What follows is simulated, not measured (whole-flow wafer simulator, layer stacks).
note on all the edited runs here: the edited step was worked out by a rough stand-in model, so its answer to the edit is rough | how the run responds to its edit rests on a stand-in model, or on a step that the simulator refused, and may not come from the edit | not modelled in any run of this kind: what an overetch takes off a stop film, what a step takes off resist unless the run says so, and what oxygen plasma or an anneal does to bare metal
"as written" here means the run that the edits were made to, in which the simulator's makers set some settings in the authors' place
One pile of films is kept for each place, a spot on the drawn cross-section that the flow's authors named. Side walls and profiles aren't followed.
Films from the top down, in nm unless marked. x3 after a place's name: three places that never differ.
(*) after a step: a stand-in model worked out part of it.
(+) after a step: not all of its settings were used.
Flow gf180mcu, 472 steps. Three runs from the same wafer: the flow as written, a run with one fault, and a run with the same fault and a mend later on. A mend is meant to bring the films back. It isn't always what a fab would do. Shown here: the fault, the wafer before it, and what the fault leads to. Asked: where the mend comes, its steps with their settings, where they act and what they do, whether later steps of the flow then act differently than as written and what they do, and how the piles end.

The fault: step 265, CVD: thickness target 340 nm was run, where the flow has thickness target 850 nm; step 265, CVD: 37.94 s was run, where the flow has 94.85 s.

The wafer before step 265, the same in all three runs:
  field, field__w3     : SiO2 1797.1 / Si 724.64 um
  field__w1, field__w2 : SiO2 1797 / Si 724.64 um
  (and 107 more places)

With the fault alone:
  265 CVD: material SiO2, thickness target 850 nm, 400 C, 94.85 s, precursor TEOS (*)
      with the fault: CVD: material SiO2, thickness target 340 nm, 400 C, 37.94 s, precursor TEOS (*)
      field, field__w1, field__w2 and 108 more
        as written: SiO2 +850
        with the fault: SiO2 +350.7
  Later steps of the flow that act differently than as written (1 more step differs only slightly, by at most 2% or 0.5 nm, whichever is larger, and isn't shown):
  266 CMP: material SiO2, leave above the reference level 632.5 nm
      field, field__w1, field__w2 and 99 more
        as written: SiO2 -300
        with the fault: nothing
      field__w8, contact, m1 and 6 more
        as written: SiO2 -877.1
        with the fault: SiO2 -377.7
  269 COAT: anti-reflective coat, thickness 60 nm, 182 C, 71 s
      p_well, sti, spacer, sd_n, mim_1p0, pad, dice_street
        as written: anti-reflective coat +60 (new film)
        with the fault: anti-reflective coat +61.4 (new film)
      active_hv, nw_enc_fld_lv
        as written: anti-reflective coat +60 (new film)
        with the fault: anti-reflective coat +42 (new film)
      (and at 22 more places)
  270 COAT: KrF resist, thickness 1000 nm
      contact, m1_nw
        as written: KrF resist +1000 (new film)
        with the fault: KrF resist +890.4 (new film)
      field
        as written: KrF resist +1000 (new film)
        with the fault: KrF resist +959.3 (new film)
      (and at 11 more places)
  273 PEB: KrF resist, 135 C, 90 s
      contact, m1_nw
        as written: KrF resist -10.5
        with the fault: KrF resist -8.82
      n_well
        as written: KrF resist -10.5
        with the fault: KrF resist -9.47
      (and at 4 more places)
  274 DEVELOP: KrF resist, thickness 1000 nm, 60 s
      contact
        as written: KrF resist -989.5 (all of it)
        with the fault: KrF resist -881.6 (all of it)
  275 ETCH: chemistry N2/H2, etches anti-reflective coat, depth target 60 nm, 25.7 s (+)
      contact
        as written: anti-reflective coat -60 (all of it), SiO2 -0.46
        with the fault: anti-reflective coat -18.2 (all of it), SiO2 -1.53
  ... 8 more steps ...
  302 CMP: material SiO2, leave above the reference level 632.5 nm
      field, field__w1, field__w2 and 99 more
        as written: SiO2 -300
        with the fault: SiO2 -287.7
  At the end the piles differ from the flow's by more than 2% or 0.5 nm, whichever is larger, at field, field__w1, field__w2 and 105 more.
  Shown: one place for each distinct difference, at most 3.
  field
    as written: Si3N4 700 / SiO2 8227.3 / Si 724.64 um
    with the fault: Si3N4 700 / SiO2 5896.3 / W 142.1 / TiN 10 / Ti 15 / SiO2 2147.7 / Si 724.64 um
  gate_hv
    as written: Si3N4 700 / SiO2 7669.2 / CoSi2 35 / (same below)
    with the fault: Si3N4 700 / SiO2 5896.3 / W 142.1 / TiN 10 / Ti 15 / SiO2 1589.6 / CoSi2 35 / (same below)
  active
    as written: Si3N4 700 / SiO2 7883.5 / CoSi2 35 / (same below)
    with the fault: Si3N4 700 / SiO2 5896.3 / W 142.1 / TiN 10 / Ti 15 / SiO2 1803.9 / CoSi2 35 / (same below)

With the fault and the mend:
  The mend comes after step 265.
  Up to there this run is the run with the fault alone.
  265a CVD: material SiO2, thickness target 510 nm, 400 C, 56.91 s, precursor TEOS (*) (the flow's step 265 once more, with other settings)
      field, field__w1, field__w2 and 108 more
        SiO2 +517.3
  Later steps of the flow that act differently than as written:
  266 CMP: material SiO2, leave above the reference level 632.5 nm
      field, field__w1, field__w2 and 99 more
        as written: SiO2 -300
        with the mend: SiO2 -318
  At the end the piles are the same as the flow's at every place that both follow.
